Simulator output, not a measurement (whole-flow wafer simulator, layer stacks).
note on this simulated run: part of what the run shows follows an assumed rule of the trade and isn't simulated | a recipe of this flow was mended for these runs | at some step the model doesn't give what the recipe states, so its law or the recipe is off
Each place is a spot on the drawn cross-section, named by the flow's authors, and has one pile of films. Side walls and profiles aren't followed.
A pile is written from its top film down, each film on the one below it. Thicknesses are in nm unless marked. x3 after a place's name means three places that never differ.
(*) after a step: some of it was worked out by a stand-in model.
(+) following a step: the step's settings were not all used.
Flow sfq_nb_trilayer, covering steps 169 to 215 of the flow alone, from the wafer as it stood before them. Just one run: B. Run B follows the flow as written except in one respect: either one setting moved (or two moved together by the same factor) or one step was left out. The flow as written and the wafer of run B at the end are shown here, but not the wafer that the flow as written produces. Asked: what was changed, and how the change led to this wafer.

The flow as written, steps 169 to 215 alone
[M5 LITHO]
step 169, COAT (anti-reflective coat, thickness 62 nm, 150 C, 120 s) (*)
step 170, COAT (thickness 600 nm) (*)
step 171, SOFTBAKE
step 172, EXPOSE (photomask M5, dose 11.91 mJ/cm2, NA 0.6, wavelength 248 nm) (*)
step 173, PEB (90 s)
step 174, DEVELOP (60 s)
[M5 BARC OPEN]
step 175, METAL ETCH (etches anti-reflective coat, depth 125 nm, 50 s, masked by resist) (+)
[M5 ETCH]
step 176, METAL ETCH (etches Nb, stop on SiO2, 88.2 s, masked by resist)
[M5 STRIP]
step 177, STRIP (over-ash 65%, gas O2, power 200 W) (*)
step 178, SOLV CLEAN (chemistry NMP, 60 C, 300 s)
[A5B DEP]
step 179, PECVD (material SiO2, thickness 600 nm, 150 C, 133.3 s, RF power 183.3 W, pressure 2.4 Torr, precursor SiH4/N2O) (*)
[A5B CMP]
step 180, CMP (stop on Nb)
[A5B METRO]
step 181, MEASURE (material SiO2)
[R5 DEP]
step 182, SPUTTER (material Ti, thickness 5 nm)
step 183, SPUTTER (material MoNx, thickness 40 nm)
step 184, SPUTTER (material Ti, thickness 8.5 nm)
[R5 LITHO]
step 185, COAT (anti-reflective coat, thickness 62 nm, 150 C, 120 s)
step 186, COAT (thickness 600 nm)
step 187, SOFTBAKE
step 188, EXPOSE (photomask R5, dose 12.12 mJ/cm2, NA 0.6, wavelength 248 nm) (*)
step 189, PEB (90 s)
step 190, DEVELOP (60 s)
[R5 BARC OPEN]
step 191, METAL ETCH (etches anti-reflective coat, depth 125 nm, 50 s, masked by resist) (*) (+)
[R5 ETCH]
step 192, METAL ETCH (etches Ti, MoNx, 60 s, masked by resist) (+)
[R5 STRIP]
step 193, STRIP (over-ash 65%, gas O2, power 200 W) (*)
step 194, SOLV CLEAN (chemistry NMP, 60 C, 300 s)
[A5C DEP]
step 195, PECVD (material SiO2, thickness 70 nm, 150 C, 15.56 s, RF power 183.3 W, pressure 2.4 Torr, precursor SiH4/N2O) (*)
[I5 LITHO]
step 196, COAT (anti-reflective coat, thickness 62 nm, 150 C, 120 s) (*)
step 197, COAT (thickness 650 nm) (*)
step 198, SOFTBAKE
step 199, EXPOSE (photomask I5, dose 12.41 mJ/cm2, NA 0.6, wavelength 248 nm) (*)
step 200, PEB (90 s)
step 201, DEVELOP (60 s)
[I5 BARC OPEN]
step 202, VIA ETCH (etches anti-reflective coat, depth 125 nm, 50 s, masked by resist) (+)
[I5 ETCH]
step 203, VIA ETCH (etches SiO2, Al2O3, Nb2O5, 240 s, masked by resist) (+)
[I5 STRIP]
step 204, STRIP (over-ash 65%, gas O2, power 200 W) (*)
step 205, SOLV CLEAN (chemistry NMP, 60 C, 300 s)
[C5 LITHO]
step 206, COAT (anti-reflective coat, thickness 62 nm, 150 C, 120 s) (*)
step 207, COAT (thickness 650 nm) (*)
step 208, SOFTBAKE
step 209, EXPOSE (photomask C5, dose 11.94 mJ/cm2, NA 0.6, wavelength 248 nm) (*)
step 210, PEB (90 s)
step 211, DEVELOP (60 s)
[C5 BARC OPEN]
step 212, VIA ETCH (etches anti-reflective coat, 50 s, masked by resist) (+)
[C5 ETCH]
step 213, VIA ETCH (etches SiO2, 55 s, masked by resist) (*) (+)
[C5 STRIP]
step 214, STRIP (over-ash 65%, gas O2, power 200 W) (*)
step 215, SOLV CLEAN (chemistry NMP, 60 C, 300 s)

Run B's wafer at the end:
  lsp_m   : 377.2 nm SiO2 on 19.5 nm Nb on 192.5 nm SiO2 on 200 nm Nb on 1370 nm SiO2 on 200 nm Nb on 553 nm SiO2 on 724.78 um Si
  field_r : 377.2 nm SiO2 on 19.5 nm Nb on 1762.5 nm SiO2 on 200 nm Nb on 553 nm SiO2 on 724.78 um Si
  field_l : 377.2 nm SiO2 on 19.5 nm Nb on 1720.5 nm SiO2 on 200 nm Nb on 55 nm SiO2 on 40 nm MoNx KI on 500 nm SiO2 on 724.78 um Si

What caused this: step 176, METAL ETCH: 54 s was run, while the flow as written has 88.2 s.

How this came from the change, step by step:
  step 176, METAL ETCH (etches Nb, stop on SiO2, 88.2 s, masked by resist)
      field_l, res, r_end and 47 more: Al2O3 loses 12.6 (all of it), Nb2O5 loses 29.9 (all of it), Nb loses 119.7 (in the flow as written it would be: Al2O3 loses 12.6 (all of it), Nb2O5 loses 29.9 (all of it), Nb loses 139.2 (all of it), SiO2 loses 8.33)
      r_sur, wl_a_m6: Al2O3 loses 12.5 (all of it), Nb2O5 loses 29.9 (all of it), Nb loses 119.8 (in the flow as written it would be: Al2O3 loses 12.5 (all of it), Nb2O5 loses 29.9 (all of it), Nb loses 139.2 (all of it), SiO2 loses 8.33)
      (and at 54 other places as well)
  step 177, STRIP (over-ash 65%, gas O2, power 200 W) (*)
      l0r_line_l x3, l0r_space_c x19, m0r_space_l x2 and 6 more: KrF-resist-other-grade loses 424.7 (all of it), anti-reflective coat loses 62 (all of it) (in the flow as written it would be: KrF-resist-other-grade loses 373.3 (all of it), anti-reflective coat loses 62 (all of it))
      v_sur: KrF-resist-other-grade loses 417.8 (all of it), anti-reflective coat loses 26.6 (all of it) (in the flow as written it would be: KrF-resist-other-grade loses 366.5 (all of it), anti-reflective coat loses 26.6 (all of it))
      (and at 22 other places as well)
  step 179, PECVD (material SiO2, thickness 600 nm, 150 C, 133.3 s, RF power 183.3 W, pressure 2.4 Torr, precursor SiH4/N2O) (*)
      field_l, lsp_m, ln_m6 and 44 more: SiO2 gains 600 (new film) (in the flow as written it would be: SiO2 gains 600)
      r_sur, res, r_end, moat, field_r, lsp_l: SiO2 gains 600 (new film) (in the flow as written it would be: SiO2 gains 593.1)
  step 180, CMP (stop on Nb)
      field_l, lsp_m, ln_m6 and 44 more: SiO2 loses 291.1 (in the flow as written it would be: SiO2 loses 263.3)
      r_sur, res, r_end, moat, field_r, lsp_l: SiO2 loses 291.1 (in the flow as written it would be: SiO2 loses 256.4)
With metal films that touch counted as one body, lsp_m has 3 bodies (between them, from the top down: SiO2 192.5; SiO2 1370); the flow as written gives 2 bodies (between them, from the top down: SiO2 1370).
With metal films that touch counted as one body, field_r has 2 bodies (between them, from the top down: SiO2 1762.5); the flow as written gives 1 body.
With metal films that touch counted as one body, field_l has 3 bodies (between them, from the top down: SiO2 1720.5; SiO2 55); the flow as written gives 2 bodies (between them, from the top down: SiO2 55).
